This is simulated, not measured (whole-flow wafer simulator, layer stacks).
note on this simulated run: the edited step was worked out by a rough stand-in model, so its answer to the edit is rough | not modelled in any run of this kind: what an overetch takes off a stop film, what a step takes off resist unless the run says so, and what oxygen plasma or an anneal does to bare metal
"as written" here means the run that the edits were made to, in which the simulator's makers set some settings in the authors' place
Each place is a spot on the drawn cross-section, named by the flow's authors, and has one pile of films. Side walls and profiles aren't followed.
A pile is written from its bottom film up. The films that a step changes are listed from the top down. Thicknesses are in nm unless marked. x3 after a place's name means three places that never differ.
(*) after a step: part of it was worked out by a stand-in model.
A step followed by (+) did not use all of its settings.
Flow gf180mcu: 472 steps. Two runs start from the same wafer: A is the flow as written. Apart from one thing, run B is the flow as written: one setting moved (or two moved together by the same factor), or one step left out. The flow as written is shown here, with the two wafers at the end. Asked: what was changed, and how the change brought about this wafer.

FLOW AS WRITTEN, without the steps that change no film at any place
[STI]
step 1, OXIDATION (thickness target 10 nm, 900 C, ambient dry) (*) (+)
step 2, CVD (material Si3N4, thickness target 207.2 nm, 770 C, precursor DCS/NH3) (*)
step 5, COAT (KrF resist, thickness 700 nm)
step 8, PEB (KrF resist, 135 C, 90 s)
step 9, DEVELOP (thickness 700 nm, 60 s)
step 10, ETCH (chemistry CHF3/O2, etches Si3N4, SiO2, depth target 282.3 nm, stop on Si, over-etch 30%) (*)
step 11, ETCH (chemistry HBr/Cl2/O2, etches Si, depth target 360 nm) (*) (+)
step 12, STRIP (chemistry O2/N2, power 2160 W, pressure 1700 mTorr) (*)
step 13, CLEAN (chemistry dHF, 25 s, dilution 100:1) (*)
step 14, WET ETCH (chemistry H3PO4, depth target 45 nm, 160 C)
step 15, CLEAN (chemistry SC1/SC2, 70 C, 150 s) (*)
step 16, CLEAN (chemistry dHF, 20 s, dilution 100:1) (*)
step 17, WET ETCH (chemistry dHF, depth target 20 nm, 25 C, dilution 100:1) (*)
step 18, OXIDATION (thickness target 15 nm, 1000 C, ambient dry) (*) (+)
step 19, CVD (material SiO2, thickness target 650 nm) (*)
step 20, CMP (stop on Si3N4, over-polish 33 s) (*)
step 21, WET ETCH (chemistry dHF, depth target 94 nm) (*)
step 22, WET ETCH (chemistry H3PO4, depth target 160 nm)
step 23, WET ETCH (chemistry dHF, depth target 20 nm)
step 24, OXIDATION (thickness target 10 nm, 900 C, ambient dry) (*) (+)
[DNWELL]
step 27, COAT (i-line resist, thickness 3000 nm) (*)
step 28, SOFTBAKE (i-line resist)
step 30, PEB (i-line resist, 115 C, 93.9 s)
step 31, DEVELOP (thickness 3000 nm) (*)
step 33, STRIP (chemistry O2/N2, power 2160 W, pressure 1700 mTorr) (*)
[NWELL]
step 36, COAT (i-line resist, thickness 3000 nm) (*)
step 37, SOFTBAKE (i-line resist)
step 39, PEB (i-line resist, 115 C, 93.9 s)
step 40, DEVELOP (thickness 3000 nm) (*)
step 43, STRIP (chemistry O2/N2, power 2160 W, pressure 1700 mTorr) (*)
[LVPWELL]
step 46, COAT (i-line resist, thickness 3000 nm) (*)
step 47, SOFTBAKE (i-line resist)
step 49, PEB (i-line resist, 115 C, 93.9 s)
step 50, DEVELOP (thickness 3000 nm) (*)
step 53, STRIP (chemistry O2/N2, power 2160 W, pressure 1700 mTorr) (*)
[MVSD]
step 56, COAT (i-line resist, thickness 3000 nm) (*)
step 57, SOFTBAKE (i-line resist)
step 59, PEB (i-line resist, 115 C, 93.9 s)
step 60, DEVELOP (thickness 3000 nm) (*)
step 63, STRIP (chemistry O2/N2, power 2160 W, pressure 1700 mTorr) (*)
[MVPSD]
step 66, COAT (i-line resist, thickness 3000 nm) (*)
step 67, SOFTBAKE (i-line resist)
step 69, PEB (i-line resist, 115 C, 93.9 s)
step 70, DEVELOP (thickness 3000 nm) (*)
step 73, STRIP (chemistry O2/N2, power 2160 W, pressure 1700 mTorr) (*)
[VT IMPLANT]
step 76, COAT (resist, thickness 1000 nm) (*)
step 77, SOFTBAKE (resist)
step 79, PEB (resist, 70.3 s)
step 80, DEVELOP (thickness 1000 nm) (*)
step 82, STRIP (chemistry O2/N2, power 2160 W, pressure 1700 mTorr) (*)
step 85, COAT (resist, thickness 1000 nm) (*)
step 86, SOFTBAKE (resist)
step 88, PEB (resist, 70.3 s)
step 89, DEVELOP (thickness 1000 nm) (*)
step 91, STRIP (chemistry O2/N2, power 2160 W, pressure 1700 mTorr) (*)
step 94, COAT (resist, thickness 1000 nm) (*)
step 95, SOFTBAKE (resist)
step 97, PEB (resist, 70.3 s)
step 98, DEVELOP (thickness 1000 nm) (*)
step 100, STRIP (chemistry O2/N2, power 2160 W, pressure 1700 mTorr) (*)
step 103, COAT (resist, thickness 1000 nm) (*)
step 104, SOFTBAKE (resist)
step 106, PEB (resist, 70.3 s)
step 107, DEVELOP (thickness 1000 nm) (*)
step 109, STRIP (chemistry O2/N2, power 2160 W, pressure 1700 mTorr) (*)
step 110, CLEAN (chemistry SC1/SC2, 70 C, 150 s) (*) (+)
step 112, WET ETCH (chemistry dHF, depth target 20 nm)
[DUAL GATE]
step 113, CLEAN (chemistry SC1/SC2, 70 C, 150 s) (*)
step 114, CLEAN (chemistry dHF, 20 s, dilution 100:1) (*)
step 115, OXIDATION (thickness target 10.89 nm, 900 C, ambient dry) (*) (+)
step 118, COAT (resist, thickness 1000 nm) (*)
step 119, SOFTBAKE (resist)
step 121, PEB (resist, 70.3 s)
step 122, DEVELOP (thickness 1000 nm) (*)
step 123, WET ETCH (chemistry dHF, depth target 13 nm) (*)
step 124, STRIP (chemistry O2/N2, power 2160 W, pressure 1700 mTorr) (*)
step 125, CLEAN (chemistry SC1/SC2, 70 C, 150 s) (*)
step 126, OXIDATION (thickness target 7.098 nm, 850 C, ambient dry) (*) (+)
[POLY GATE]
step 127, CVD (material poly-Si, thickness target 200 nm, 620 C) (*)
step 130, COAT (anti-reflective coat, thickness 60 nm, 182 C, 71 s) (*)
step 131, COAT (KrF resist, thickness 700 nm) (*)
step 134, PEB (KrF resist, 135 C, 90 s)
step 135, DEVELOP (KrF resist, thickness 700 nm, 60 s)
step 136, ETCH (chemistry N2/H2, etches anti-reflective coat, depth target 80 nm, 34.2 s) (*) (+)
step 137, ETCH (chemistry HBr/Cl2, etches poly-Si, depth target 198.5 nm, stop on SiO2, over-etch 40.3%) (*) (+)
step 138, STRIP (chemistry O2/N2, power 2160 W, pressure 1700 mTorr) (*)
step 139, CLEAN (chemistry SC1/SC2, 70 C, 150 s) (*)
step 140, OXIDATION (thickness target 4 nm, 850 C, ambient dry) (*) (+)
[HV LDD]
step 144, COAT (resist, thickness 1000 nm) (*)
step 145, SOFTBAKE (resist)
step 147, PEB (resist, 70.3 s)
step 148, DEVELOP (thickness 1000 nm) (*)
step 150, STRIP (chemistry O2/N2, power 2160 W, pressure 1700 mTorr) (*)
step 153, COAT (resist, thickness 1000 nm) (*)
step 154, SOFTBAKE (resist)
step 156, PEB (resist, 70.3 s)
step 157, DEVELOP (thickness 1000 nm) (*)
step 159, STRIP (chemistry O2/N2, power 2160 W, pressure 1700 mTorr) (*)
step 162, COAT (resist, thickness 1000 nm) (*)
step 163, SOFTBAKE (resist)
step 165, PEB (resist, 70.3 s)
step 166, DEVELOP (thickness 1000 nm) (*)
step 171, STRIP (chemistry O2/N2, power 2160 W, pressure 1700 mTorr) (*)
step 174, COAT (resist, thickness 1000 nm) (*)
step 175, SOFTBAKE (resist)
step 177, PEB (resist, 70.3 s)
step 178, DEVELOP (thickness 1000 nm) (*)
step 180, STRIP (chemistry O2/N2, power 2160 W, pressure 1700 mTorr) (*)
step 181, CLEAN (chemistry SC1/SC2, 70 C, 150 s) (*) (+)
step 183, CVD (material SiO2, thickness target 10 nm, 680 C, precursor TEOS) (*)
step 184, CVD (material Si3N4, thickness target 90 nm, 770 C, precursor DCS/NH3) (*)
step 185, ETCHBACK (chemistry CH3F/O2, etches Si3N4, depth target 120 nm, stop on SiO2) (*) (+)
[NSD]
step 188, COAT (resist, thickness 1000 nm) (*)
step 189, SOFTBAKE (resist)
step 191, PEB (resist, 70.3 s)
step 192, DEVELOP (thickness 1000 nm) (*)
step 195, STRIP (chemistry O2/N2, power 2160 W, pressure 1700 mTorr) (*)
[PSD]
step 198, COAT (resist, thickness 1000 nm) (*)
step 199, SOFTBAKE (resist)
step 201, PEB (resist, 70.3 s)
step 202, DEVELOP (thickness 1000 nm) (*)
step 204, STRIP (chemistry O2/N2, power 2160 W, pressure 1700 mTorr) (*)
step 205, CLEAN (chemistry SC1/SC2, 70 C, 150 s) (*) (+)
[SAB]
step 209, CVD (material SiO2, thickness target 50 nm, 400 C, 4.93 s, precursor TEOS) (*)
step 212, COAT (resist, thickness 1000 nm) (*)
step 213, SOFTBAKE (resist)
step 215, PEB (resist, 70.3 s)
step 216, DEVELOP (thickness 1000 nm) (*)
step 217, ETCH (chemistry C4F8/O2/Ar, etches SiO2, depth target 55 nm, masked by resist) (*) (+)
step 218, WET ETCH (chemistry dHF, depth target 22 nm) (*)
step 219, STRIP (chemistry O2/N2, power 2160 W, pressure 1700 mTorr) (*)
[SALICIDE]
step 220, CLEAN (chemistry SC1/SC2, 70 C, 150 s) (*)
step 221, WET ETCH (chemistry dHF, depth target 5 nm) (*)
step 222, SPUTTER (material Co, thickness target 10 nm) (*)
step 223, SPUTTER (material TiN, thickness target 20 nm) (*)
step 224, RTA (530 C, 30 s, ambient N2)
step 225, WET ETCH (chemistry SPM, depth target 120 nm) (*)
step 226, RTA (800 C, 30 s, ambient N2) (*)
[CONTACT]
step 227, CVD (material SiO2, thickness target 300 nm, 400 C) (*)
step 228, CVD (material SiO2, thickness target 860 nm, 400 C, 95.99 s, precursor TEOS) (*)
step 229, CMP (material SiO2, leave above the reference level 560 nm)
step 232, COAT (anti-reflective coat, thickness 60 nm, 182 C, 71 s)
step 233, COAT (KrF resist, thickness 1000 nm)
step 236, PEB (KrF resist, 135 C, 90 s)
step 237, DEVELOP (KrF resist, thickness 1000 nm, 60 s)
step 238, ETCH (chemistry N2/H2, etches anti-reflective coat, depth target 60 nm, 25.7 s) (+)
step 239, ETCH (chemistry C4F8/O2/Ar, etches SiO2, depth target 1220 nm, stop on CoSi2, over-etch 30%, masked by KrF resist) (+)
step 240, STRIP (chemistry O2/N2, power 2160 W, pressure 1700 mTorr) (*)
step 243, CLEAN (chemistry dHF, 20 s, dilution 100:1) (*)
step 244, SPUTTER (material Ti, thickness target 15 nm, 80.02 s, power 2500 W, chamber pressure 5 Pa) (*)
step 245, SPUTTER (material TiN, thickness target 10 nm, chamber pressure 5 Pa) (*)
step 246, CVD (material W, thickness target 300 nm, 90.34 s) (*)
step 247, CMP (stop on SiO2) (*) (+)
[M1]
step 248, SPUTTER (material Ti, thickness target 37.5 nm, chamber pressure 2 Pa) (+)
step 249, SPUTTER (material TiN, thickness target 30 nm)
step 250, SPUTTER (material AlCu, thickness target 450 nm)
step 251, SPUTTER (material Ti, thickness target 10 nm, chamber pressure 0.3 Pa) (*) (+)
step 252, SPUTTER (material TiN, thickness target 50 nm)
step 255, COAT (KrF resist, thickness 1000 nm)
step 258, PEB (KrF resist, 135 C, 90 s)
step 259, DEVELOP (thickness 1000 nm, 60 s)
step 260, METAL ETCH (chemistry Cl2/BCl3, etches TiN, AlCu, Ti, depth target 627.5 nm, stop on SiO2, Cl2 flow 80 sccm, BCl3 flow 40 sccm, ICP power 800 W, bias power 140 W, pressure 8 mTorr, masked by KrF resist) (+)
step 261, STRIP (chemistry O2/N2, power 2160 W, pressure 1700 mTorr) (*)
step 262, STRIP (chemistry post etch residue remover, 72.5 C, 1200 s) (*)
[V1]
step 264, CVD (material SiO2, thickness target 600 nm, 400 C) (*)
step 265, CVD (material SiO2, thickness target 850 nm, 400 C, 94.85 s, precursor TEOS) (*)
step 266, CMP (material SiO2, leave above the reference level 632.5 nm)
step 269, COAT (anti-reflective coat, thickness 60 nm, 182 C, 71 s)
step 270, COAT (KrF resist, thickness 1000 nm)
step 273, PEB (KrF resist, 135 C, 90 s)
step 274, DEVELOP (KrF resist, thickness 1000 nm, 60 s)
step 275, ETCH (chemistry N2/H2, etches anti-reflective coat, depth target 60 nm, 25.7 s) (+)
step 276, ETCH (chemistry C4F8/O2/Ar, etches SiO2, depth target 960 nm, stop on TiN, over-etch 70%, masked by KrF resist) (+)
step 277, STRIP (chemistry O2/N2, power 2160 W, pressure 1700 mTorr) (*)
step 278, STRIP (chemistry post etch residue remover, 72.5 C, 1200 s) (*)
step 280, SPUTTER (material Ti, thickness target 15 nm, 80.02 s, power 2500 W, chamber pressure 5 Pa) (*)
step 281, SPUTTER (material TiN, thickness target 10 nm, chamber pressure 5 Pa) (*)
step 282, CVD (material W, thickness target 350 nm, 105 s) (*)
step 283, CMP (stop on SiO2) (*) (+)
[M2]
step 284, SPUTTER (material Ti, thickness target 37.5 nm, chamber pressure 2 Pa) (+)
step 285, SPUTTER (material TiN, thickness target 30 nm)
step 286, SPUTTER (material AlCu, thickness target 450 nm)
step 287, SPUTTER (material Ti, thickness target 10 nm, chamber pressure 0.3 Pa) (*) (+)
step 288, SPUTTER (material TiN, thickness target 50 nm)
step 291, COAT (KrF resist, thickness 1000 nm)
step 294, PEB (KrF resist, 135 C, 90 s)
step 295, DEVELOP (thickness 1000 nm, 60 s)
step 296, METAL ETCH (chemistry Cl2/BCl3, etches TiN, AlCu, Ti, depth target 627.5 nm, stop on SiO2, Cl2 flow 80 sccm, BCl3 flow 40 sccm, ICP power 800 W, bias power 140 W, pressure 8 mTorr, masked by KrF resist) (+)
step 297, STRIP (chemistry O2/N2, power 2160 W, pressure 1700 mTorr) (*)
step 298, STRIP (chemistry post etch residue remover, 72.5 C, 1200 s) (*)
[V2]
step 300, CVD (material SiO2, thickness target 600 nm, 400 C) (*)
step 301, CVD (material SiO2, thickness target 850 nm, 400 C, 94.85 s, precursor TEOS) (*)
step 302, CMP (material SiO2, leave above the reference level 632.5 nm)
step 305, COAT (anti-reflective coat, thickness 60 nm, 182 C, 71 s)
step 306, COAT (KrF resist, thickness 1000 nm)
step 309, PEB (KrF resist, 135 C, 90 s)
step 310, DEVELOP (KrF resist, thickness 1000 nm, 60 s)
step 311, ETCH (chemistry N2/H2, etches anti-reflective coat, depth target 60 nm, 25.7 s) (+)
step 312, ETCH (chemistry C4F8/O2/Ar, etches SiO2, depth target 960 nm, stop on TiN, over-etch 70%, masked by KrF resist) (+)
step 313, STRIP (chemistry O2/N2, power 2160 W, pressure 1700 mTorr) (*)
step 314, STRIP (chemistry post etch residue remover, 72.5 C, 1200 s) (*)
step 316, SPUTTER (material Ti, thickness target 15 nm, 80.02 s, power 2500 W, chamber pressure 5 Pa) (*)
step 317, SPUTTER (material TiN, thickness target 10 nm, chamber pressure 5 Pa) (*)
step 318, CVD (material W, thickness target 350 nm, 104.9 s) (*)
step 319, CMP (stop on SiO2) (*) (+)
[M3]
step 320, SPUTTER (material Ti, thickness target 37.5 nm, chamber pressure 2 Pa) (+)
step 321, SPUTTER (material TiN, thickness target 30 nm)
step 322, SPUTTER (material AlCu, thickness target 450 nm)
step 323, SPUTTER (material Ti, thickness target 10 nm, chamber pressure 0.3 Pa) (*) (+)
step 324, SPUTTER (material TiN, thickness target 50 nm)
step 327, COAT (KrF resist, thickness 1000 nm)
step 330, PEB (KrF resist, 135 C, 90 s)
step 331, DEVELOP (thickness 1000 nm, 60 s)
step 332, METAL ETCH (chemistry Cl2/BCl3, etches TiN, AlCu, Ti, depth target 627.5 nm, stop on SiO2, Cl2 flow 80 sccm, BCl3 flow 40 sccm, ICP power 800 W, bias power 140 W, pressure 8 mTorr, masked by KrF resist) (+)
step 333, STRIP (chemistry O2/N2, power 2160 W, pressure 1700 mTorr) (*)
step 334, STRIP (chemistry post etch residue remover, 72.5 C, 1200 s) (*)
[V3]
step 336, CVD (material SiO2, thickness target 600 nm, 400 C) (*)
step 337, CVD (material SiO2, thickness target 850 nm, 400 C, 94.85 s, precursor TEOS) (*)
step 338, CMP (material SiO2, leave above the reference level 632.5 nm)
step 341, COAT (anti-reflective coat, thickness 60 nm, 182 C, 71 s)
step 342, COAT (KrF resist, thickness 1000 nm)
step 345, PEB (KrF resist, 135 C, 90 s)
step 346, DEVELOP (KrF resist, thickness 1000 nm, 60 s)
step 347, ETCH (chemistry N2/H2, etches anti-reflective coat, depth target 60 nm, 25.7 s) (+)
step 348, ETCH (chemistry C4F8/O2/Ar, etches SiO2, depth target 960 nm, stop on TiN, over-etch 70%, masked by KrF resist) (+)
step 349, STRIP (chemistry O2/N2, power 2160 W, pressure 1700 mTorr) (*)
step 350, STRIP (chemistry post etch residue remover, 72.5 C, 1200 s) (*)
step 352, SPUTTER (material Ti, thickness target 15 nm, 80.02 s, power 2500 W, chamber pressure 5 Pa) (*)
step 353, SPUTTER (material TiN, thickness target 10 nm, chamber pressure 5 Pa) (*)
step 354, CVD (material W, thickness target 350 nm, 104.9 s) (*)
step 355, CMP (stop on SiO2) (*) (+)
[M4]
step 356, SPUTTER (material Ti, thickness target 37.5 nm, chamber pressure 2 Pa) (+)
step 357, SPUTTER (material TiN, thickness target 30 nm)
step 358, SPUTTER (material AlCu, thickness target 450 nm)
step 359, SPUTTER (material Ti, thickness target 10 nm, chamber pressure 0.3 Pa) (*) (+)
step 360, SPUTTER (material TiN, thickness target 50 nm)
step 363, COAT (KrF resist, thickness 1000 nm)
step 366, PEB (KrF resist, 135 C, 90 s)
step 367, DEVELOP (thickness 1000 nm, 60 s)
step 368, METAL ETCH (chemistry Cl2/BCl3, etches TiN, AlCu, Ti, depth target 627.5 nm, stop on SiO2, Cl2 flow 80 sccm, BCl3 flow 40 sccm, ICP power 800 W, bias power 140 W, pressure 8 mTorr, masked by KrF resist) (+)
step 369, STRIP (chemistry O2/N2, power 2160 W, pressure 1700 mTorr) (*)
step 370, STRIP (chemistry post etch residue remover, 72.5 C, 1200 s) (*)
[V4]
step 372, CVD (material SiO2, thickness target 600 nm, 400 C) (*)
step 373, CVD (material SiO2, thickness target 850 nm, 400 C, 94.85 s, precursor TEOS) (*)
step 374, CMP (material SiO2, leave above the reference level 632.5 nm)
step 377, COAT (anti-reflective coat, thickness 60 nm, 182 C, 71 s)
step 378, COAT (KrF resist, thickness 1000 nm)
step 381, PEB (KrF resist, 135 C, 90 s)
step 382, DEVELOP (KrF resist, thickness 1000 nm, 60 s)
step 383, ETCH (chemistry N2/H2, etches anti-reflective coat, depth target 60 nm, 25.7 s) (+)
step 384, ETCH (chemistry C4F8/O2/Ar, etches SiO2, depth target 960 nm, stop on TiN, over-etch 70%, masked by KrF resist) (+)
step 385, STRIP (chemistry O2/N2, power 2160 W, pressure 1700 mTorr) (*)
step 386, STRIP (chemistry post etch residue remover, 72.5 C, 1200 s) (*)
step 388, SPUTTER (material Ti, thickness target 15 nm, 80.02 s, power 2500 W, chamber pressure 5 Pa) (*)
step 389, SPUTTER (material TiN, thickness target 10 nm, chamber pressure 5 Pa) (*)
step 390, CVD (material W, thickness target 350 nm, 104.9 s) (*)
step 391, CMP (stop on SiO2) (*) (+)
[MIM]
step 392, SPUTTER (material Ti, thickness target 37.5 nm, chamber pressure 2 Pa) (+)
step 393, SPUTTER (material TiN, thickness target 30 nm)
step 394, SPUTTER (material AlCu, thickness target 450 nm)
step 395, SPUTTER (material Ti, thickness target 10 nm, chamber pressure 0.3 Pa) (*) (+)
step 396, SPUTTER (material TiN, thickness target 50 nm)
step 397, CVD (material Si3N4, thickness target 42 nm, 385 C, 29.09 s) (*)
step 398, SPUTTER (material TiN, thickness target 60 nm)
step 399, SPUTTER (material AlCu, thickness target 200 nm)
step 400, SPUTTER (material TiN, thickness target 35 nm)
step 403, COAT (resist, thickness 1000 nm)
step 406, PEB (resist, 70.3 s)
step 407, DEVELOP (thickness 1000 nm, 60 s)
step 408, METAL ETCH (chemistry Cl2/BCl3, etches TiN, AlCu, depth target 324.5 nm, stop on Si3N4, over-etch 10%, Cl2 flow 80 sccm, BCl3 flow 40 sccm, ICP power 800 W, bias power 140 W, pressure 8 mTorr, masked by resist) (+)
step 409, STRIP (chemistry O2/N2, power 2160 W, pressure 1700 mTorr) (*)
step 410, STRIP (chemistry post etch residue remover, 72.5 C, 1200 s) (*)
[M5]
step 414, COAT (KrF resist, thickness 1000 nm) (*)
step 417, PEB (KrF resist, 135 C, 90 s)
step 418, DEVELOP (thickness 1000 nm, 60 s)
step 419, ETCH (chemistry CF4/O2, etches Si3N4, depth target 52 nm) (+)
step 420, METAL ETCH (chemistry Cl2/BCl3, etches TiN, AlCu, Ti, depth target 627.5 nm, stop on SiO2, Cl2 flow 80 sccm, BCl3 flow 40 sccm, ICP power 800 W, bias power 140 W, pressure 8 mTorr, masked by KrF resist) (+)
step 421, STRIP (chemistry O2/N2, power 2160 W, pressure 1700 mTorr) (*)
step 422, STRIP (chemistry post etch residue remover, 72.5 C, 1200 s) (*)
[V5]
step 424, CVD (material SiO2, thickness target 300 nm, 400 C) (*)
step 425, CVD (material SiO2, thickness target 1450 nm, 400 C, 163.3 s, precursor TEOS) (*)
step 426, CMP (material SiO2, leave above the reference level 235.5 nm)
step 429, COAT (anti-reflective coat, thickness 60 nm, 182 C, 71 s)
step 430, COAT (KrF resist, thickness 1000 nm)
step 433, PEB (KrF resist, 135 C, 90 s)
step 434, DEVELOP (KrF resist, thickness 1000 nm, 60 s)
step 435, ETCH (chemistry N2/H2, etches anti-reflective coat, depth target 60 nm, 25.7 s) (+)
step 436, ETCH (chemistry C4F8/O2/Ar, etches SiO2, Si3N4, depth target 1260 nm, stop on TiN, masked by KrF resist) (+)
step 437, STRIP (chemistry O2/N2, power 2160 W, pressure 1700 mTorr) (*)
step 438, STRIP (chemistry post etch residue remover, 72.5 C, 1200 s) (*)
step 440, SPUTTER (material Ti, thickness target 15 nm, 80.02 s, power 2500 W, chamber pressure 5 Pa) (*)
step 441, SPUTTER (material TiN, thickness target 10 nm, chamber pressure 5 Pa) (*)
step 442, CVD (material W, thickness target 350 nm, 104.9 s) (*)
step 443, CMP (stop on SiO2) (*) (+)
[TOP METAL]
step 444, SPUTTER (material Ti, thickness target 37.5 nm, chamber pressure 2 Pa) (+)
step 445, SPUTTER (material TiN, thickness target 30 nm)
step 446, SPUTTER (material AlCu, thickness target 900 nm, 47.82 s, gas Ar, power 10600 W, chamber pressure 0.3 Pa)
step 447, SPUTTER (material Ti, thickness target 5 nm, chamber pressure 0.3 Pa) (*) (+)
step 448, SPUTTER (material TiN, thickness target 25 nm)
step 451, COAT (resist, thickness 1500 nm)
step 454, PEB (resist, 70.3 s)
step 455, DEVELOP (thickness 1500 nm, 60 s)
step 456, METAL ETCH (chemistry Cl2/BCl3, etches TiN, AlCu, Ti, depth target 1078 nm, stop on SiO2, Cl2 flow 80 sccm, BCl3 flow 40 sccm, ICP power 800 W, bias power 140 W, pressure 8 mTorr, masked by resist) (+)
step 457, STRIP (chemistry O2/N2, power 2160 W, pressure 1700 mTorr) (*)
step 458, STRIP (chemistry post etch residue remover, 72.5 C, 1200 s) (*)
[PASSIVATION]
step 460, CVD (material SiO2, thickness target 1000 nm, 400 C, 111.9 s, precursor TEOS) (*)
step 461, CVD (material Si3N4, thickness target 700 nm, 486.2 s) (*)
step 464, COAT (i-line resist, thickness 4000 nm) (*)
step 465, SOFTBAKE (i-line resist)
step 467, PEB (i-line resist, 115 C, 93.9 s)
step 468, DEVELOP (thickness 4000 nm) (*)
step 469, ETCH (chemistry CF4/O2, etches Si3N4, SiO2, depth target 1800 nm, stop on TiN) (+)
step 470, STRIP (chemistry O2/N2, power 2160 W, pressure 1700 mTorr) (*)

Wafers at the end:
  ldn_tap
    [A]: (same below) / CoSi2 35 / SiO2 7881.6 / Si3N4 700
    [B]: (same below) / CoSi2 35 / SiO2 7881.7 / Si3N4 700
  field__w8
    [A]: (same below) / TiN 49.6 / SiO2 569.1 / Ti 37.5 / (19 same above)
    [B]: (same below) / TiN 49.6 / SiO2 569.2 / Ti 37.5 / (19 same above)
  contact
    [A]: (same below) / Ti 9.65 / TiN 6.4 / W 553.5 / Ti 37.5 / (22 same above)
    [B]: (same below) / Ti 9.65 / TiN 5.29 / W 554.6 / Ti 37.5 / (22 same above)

What caused this: step 353, SPUTTER: thickness target 8.25 nm was run, while the flow as written has thickness target 10 nm.

Step by step, how the change led to this:
  step 353, SPUTTER (material TiN, thickness target 10 nm, chamber pressure 5 Pa) (*)
      field, field__w1, field__w2 and 107 more: A +10 TiN (new film) | B +8.25 TiN (new film)
      contact: A +6.4 TiN (new film) | B +5.29 TiN (new film)
  step 355, CMP (stop on SiO2) (*) (+)
      field, field__w1, field__w2 and 107 more: A -350 W (all of it), -10 TiN (all of it), -15 Ti (all of it), -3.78 SiO2 | B -350 W (all of it), -8.25 TiN (all of it), -15 Ti (all of it), -3.77 SiO2
